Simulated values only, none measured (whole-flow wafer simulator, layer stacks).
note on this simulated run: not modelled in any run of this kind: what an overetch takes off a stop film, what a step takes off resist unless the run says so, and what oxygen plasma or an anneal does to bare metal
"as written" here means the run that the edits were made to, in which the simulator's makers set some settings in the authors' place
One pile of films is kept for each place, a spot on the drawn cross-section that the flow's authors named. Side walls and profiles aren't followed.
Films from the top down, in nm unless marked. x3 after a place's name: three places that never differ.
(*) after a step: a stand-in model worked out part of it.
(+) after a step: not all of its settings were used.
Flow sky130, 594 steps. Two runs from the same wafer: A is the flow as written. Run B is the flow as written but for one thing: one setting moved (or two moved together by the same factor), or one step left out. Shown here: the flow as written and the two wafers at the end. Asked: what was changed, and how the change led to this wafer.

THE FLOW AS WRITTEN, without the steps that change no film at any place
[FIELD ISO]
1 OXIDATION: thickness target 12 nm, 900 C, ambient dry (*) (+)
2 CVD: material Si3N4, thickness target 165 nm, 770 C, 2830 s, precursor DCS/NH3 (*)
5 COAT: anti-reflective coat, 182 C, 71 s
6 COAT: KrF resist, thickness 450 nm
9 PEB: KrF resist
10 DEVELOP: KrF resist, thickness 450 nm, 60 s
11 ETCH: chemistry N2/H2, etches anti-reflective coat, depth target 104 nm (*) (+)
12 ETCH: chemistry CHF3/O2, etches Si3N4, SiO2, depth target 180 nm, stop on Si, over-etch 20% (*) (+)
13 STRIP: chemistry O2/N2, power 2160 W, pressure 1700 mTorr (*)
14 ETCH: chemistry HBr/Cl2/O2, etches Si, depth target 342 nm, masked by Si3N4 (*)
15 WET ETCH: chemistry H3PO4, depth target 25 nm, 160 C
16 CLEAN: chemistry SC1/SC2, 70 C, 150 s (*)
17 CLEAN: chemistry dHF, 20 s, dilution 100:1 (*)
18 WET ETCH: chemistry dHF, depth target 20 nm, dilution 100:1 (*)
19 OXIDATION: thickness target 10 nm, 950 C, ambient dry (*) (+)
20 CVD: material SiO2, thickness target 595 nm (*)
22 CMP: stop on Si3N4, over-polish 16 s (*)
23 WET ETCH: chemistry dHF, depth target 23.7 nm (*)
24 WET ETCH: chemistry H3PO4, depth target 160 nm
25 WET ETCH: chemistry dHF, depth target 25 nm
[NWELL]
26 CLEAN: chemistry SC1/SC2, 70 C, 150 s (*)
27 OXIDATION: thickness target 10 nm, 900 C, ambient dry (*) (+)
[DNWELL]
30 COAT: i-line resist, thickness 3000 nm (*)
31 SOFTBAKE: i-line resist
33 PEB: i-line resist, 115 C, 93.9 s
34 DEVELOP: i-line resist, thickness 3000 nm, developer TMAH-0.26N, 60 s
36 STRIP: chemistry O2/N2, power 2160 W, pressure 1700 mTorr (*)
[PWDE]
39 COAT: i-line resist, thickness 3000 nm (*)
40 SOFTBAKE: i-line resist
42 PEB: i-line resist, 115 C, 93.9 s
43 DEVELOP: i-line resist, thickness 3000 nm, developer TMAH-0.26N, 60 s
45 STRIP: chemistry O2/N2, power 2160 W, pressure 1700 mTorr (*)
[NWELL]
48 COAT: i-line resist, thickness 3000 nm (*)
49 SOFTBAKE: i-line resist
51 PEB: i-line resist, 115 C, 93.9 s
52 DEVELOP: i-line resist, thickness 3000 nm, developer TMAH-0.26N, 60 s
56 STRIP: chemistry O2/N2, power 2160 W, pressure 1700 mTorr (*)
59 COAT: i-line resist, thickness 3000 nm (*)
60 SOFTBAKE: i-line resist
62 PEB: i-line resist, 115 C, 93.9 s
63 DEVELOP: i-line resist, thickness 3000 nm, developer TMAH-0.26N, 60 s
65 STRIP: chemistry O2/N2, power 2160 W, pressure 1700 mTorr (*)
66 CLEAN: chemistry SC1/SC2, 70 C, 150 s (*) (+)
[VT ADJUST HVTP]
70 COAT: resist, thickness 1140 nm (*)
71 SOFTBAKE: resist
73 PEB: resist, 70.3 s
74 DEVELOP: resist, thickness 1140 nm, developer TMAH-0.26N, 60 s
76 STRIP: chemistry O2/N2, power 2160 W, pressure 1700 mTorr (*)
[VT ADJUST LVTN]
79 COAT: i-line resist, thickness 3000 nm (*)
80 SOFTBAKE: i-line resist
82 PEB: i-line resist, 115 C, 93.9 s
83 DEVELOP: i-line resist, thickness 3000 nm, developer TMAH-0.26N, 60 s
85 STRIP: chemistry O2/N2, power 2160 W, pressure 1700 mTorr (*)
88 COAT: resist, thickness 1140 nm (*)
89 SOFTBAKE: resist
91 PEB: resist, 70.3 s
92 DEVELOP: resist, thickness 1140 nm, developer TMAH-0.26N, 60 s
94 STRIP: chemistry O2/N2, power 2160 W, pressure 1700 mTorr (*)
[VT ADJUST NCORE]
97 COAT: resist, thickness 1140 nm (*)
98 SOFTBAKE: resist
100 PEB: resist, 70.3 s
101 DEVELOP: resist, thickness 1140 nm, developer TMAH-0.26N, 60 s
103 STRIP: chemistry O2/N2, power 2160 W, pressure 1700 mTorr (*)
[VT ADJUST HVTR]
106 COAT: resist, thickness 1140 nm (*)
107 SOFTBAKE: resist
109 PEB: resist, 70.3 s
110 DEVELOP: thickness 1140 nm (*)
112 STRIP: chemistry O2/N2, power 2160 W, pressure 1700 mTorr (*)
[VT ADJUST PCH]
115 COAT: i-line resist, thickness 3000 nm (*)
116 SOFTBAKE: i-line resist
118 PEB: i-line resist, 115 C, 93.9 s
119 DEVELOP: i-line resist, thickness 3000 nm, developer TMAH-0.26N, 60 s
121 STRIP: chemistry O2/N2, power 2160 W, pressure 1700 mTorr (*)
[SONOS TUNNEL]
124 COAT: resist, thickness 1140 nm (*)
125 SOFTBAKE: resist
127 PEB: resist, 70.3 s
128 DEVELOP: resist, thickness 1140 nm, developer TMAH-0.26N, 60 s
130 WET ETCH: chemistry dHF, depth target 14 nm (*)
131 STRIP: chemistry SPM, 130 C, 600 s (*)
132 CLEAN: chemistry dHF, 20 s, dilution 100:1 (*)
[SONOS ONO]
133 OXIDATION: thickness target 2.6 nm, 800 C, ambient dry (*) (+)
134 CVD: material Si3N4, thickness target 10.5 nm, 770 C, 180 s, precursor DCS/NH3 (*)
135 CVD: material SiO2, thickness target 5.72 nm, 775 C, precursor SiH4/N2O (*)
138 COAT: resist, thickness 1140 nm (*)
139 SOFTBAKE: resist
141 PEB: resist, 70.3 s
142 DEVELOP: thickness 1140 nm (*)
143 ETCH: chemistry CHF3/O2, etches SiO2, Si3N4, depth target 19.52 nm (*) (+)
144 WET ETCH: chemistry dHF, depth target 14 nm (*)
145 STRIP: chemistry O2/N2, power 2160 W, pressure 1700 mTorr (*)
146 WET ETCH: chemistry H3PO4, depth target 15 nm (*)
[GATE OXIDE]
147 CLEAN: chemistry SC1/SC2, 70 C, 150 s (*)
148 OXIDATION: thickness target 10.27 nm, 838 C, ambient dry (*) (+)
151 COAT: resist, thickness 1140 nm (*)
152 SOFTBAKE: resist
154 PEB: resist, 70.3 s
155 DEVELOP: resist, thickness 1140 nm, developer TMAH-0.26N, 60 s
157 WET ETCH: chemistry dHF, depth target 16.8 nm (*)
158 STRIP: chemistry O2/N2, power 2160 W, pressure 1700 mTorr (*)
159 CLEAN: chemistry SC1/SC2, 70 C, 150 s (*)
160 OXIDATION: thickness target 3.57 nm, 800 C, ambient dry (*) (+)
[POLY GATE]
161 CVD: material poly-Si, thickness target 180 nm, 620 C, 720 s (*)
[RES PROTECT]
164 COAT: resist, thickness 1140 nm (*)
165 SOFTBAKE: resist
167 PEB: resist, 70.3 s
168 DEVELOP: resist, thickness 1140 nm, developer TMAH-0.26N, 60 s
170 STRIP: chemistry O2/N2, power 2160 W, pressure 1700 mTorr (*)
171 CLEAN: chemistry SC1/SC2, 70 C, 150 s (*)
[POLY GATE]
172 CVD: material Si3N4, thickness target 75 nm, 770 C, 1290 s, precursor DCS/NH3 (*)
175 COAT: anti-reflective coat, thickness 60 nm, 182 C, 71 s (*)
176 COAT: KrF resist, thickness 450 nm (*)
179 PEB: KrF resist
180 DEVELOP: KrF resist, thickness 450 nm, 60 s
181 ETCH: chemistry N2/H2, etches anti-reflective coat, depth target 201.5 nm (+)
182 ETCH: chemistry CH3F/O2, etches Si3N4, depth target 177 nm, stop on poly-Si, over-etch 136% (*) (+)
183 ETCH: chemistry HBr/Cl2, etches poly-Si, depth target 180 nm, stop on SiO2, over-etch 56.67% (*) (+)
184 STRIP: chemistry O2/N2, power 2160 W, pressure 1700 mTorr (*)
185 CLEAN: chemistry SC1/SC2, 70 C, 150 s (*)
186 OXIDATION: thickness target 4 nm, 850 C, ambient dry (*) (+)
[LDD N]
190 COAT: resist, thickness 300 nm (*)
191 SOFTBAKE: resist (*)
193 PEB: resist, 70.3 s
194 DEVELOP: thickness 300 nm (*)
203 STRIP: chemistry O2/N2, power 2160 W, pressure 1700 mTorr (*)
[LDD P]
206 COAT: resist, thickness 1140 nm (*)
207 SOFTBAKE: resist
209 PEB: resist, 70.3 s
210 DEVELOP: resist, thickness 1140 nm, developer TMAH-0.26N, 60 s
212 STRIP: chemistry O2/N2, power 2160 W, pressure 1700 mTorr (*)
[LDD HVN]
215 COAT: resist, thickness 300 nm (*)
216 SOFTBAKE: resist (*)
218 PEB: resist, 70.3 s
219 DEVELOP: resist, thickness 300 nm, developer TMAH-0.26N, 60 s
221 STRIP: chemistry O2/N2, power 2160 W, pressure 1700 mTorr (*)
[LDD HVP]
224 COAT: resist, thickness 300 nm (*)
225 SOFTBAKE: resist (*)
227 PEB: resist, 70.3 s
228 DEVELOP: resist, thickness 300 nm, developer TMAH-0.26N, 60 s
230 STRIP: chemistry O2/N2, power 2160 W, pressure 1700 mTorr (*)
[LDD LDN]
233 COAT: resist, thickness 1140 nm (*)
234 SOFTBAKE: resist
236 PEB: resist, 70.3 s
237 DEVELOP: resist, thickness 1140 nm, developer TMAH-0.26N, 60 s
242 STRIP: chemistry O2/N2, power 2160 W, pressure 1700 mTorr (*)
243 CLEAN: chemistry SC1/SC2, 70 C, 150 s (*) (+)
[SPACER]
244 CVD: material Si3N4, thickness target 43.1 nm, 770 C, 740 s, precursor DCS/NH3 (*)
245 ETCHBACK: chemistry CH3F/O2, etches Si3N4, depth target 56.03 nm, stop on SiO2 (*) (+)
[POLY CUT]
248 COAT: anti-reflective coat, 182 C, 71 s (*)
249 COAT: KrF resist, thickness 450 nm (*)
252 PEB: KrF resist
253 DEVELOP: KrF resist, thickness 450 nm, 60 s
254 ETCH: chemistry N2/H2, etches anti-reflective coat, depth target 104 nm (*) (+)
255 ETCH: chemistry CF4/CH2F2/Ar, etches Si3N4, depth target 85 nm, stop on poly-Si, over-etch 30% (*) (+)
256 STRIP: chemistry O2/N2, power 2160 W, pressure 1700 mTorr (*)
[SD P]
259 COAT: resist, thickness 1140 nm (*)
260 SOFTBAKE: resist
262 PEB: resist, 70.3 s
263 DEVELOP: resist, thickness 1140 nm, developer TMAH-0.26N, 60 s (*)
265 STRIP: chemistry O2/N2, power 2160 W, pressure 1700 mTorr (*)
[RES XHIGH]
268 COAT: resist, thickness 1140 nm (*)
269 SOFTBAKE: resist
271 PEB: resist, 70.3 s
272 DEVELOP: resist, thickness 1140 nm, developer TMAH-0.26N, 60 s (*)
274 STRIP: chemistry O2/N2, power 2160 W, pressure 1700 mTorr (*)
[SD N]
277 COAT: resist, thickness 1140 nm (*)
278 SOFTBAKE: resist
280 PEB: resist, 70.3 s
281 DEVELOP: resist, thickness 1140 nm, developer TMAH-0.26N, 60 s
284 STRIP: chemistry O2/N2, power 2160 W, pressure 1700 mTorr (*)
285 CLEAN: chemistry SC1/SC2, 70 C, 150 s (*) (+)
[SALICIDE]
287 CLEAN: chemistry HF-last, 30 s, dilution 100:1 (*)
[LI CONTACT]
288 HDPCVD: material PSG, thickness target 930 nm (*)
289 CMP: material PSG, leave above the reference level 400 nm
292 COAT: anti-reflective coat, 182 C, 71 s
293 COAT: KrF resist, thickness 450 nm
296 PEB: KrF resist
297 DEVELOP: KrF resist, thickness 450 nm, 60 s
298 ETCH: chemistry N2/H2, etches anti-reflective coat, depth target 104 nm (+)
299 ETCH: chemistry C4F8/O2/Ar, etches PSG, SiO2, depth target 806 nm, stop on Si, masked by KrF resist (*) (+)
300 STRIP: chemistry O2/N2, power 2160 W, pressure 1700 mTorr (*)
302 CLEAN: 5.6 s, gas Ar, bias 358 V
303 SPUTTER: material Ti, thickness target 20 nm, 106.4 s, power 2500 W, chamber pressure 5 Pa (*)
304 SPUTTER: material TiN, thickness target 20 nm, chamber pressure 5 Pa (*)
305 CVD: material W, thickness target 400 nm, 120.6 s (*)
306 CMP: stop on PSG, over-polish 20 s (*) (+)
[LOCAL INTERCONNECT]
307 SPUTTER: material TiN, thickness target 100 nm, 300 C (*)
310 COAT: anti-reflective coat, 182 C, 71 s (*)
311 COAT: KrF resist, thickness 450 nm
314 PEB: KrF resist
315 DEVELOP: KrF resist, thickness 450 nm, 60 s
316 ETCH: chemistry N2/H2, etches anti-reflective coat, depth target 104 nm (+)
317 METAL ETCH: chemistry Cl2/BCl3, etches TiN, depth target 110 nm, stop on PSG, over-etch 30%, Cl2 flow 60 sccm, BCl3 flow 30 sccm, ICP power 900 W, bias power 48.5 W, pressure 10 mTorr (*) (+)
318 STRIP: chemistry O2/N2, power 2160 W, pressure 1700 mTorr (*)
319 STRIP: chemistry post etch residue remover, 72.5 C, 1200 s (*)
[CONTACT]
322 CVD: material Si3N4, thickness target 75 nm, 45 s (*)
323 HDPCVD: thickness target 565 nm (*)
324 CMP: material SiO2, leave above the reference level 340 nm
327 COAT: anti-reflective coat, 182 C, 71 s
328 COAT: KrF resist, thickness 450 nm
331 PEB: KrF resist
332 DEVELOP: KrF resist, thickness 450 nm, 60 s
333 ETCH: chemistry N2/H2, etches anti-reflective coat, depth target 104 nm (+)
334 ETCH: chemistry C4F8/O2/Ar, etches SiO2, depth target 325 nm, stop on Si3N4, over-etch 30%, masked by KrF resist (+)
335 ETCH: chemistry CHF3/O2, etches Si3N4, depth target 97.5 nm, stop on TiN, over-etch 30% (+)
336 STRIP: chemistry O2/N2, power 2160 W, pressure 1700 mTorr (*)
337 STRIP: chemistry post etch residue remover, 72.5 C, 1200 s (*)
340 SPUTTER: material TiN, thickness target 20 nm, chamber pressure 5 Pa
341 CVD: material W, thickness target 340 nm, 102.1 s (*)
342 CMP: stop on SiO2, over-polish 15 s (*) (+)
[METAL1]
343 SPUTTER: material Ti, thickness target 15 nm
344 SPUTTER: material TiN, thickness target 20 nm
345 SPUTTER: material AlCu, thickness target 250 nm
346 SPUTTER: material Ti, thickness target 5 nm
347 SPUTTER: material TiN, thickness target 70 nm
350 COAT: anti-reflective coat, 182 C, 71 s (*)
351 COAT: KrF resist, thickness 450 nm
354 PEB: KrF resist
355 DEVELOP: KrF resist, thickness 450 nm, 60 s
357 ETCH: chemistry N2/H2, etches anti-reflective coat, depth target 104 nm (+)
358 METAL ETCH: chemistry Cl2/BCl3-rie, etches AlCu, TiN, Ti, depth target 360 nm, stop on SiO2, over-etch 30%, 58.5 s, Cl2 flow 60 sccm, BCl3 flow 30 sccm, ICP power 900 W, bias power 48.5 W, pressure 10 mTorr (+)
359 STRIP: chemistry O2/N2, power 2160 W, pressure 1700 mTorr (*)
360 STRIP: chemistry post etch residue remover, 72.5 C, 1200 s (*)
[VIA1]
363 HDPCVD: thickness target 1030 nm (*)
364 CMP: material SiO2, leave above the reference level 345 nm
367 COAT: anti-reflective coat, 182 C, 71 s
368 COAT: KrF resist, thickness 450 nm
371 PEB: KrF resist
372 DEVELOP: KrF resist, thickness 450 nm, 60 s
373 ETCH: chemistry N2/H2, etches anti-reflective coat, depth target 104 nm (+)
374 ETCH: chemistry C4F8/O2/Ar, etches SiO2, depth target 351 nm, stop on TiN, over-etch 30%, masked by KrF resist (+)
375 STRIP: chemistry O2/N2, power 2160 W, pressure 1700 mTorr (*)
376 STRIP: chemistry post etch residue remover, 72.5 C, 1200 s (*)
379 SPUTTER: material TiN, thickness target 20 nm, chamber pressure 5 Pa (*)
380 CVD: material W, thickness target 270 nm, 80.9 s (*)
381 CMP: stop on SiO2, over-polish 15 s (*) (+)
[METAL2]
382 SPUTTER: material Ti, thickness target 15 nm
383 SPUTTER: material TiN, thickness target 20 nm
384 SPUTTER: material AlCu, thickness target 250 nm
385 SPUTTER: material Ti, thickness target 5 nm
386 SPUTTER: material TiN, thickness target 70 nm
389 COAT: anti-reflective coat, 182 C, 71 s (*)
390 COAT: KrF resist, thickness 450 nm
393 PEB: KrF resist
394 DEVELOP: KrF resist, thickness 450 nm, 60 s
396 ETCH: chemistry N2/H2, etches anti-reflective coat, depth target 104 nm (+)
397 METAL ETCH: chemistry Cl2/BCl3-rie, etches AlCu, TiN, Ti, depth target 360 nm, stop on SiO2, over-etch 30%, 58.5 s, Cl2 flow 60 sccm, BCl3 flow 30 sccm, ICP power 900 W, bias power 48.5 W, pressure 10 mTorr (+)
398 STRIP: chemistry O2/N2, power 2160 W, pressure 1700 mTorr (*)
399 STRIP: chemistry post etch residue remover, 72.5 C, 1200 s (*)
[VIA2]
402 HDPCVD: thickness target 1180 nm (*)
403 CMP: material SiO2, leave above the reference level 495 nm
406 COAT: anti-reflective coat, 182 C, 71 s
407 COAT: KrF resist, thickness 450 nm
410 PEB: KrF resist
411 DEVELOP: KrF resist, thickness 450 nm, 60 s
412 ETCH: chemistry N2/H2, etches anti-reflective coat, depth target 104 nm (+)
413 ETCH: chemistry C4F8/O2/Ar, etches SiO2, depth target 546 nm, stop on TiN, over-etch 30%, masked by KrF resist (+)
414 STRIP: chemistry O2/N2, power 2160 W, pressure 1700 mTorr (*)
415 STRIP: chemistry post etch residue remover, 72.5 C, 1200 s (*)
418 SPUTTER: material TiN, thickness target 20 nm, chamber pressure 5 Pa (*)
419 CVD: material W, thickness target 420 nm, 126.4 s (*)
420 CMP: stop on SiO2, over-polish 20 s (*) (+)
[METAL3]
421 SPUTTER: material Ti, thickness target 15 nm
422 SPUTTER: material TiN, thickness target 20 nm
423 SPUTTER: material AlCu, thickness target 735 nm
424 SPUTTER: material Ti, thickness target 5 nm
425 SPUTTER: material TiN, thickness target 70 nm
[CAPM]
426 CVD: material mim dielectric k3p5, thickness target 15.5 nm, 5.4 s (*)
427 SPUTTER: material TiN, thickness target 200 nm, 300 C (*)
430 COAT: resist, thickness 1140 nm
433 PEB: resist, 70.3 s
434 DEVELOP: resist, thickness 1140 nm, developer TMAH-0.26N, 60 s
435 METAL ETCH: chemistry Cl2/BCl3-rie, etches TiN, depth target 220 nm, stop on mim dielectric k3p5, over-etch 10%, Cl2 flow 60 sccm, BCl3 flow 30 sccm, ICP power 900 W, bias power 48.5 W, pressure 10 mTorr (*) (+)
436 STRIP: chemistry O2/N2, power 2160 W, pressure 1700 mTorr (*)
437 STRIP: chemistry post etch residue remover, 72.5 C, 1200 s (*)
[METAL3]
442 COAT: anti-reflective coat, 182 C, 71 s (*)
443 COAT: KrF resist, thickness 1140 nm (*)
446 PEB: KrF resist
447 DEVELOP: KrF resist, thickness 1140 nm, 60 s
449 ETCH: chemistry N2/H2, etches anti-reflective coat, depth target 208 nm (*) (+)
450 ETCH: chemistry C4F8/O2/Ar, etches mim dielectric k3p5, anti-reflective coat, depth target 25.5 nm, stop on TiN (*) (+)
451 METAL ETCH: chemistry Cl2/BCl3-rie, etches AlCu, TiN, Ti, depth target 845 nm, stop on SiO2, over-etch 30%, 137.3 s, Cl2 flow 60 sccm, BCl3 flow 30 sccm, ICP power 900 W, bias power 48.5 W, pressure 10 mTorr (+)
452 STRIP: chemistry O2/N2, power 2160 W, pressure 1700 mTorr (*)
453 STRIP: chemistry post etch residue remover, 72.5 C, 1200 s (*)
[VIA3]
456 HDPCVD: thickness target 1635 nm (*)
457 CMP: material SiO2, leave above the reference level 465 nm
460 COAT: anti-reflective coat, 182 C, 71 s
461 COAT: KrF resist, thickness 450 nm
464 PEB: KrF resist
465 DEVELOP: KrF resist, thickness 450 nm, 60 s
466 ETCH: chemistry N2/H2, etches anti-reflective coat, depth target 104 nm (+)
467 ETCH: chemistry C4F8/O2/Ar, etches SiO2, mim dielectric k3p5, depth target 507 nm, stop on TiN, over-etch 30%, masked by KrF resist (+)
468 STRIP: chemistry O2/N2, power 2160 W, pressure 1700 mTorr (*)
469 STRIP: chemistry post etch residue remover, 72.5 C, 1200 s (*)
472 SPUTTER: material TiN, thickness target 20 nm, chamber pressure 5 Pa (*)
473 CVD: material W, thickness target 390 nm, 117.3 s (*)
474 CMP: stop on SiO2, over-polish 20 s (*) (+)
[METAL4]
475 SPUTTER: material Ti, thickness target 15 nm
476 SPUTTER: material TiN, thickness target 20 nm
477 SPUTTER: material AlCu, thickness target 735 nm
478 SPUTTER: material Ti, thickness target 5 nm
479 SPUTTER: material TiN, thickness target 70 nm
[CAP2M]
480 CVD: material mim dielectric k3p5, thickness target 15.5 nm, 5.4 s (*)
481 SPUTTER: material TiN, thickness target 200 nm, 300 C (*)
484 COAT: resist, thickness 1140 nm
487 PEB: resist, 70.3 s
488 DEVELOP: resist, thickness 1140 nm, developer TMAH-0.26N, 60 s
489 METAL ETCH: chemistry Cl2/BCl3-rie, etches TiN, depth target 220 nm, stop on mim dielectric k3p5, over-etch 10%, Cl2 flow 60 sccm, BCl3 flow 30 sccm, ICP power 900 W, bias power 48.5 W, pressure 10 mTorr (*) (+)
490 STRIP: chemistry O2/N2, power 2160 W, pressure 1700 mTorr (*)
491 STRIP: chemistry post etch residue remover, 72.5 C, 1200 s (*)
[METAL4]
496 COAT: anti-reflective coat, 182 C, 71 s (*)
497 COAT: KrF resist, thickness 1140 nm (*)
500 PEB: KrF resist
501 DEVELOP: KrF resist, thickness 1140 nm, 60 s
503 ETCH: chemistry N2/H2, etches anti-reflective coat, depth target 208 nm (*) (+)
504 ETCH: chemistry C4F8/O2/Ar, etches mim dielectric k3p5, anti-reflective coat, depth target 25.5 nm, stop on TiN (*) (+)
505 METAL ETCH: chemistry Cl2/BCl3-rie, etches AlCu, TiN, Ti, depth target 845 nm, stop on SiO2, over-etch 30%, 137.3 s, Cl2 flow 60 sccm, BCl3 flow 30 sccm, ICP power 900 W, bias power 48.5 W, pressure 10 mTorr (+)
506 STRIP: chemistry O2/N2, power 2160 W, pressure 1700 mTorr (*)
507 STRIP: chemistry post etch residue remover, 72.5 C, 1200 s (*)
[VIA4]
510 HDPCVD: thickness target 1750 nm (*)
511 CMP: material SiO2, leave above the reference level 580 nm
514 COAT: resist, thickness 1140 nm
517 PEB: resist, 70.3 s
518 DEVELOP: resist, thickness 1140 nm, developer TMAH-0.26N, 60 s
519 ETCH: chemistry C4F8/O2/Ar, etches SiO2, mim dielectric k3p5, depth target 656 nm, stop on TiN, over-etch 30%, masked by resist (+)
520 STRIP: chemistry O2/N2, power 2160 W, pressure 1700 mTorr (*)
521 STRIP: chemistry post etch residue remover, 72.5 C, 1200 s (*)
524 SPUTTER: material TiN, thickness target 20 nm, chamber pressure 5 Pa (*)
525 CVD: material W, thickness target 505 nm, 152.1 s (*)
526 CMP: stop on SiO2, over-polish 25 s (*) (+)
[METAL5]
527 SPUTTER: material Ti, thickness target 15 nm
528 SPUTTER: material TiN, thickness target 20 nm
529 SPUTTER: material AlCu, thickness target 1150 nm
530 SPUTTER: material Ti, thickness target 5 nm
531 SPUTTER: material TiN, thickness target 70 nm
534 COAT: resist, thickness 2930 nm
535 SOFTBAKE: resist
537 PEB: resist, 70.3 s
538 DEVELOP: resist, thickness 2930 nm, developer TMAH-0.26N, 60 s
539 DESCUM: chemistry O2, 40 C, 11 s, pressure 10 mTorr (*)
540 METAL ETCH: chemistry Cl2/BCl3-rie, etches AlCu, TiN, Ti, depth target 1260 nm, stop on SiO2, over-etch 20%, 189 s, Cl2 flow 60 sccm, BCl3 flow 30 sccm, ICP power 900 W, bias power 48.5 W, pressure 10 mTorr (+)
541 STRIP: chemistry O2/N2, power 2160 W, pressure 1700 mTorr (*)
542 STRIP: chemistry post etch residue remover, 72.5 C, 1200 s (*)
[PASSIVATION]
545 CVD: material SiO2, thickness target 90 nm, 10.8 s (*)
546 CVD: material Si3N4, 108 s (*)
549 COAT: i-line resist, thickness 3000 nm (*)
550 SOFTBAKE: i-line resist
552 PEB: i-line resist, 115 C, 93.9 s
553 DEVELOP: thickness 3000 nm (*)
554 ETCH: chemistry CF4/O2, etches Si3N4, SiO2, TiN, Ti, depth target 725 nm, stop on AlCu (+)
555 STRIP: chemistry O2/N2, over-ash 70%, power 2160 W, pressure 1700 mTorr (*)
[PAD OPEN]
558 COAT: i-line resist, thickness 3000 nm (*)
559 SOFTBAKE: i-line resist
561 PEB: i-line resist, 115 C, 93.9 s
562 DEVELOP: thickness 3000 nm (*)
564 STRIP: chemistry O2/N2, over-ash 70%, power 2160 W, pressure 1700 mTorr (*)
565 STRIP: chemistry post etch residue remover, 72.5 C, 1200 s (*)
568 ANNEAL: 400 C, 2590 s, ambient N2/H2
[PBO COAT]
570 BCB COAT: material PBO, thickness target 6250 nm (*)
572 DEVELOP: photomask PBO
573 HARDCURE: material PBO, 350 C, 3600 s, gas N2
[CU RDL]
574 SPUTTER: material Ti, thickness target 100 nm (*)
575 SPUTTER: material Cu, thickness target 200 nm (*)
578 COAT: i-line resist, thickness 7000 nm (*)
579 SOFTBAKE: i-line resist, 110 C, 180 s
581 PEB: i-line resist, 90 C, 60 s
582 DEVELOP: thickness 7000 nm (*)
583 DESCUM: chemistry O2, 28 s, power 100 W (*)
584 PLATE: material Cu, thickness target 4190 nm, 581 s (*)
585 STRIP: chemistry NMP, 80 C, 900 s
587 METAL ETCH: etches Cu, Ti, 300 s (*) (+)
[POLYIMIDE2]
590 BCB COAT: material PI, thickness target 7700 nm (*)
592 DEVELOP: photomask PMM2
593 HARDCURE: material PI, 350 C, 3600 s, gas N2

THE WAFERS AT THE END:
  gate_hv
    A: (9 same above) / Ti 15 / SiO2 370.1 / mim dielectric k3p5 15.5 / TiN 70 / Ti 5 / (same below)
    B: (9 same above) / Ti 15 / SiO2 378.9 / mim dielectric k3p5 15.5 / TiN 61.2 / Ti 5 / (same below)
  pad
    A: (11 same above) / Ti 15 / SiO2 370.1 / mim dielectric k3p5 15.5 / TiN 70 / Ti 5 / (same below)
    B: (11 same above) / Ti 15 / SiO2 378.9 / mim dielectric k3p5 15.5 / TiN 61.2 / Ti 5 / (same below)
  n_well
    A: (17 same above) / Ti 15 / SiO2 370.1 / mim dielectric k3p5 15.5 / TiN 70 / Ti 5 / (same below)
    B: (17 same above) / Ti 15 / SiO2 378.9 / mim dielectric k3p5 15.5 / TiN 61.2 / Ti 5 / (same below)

The cause: step 425, SPUTTER: thickness target 61.2 nm was run, where the flow has thickness target 70 nm.
It can be read off the wafer: gate_hv has TiN 61.2, and step 425 as written asks for 70 nm.

How the change led to this, step by step:
  425 SPUTTER: material TiN, thickness target 70 nm
      field, active, n_well and 188 more: A TiN +70 (new film) | B TiN +61.2 (new film)
  451 METAL ETCH: chemistry Cl2/BCl3-rie, etches AlCu, TiN, Ti, depth target 845 nm, stop on SiO2, over-etch 30%, 137.3 s, Cl2 flow 60 sccm, BCl3 flow 30 sccm, ICP power 900 W, bias power 48.5 W, pressure 10 mTorr (+)
      field, gate, spacer and 68 more: A TiN -70 (all of it), Ti -5 (all of it), AlCu -735 (all of it), TiN -20 (all of it), Ti -15 (all of it), SiO2 -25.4 | B TiN -61.2 (all of it), Ti -5 (all of it), AlCu -735 (all of it), TiN -20 (all of it), Ti -15 (all of it), SiO2 -26.2
      active, vpp_ln, vpp_iso2 and 11 more: A TiN -70 (all of it), Ti -5 (all of it), AlCu -735 (all of it), TiN -20 (all of it), Ti -15 (all of it), SiO2 -25.3 | B TiN -61.2 (all of it), Ti -5 (all of it), AlCu -735 (all of it), TiN -20 (all of it), Ti -15 (all of it), SiO2 -26.2
  467 ETCH: chemistry C4F8/O2/Ar, etches SiO2, mim dielectric k3p5, depth target 507 nm, stop on TiN, over-etch 30%, masked by KrF resist (+)
      m1: A SiO2 -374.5 (all of it), mim dielectric k3p5 -15.5 (all of it) | B SiO2 -383.3 (all of it), mim dielectric k3p5 -15.5 (all of it)
      via3_hole: A SiO2 -373.9 (all of it), mim dielectric k3p5 -15.5 (all of it) | B SiO2 -382.7 (all of it), mim dielectric k3p5 -15.5 (all of it)
